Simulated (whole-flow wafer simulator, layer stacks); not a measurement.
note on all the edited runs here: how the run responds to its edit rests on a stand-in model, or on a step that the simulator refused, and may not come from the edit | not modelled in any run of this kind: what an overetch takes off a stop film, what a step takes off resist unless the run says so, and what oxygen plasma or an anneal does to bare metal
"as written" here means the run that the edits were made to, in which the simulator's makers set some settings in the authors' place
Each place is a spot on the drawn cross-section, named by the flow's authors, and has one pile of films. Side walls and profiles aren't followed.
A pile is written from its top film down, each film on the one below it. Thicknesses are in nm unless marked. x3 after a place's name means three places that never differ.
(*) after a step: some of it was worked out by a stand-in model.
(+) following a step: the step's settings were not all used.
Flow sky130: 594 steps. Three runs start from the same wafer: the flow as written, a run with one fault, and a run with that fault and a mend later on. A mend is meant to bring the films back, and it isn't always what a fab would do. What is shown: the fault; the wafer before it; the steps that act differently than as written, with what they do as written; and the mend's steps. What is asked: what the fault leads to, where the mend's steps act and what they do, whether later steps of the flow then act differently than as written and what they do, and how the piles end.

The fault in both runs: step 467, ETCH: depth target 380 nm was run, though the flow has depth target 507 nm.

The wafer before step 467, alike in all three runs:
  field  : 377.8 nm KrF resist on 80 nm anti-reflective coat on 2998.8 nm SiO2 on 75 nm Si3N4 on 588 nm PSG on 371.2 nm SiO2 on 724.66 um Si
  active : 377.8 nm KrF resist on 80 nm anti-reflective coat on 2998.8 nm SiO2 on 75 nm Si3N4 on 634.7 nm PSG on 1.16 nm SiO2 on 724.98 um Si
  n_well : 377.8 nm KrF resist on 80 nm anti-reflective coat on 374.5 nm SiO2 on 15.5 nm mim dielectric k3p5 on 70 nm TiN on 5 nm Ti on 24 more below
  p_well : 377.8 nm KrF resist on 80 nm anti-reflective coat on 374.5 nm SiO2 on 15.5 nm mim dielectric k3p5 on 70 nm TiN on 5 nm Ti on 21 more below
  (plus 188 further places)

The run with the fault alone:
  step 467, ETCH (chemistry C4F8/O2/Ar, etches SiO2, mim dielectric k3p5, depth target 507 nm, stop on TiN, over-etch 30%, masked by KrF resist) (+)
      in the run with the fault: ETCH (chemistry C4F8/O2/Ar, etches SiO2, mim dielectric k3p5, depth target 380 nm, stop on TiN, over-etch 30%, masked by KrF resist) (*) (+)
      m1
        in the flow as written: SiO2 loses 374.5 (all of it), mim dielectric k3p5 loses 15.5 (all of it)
        in the run with the fault: SiO2 loses 374.5 (all of it), mim dielectric k3p5 loses 5.49
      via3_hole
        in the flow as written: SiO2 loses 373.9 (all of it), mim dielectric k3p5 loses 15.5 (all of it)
        in the run with the fault: SiO2 loses 373.9 (all of it), mim dielectric k3p5 loses 6.12
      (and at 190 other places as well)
  Later steps of the flow acting differently than as written (2 other steps are not shown; they differ only slightly, by no more than 2% or 0.5 nm, whichever is larger):
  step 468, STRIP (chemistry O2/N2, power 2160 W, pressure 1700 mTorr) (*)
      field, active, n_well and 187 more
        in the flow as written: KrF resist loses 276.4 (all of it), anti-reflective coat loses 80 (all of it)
        in the run with the fault: KrF resist loses 301.8 (all of it), anti-reflective coat loses 80 (all of it)
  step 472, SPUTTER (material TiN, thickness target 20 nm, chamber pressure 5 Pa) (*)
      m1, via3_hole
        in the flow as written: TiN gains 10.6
        in the run with the fault: TiN gains 10.7 (new film)
  At m1, via3_hole, the piles at the end differ from the flow's by more than 2% or 0.5 nm, whichever is larger.
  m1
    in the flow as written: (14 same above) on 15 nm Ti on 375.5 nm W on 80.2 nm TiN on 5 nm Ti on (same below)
    in the run with the fault: (14 same above) on 15 nm Ti on 364.9 nm W on 10.7 nm TiN on 10 nm mim dielectric k3p5 on 70 nm TiN on 5 nm Ti on (same below)
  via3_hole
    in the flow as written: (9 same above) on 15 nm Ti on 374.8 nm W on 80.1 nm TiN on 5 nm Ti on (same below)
    in the run with the fault: (9 same above) on 15 nm Ti on 364.9 nm W on 10.7 nm TiN on 9.38 nm mim dielectric k3p5 on 70 nm TiN on 5 nm Ti on (same below)

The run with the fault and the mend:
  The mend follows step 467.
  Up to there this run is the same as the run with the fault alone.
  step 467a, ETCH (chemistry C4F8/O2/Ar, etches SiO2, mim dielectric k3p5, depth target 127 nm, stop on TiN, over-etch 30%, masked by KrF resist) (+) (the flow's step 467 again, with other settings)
      field, active, n_well and 187 more
        KrF resist loses 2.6
      m1
        mim dielectric k3p5 loses 10 (all of it)
      via3_hole
        mim dielectric k3p5 loses 9.38 (all of it)
  Later steps of the flow acting differently than as written:
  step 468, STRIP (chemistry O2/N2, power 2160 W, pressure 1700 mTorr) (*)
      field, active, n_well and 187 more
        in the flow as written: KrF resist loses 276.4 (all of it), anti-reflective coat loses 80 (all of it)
        in the run with the mend: KrF resist loses 299.2 (all of it), anti-reflective coat loses 80 (all of it)
  By the end, the piles equal the flow's at every place that both follow.
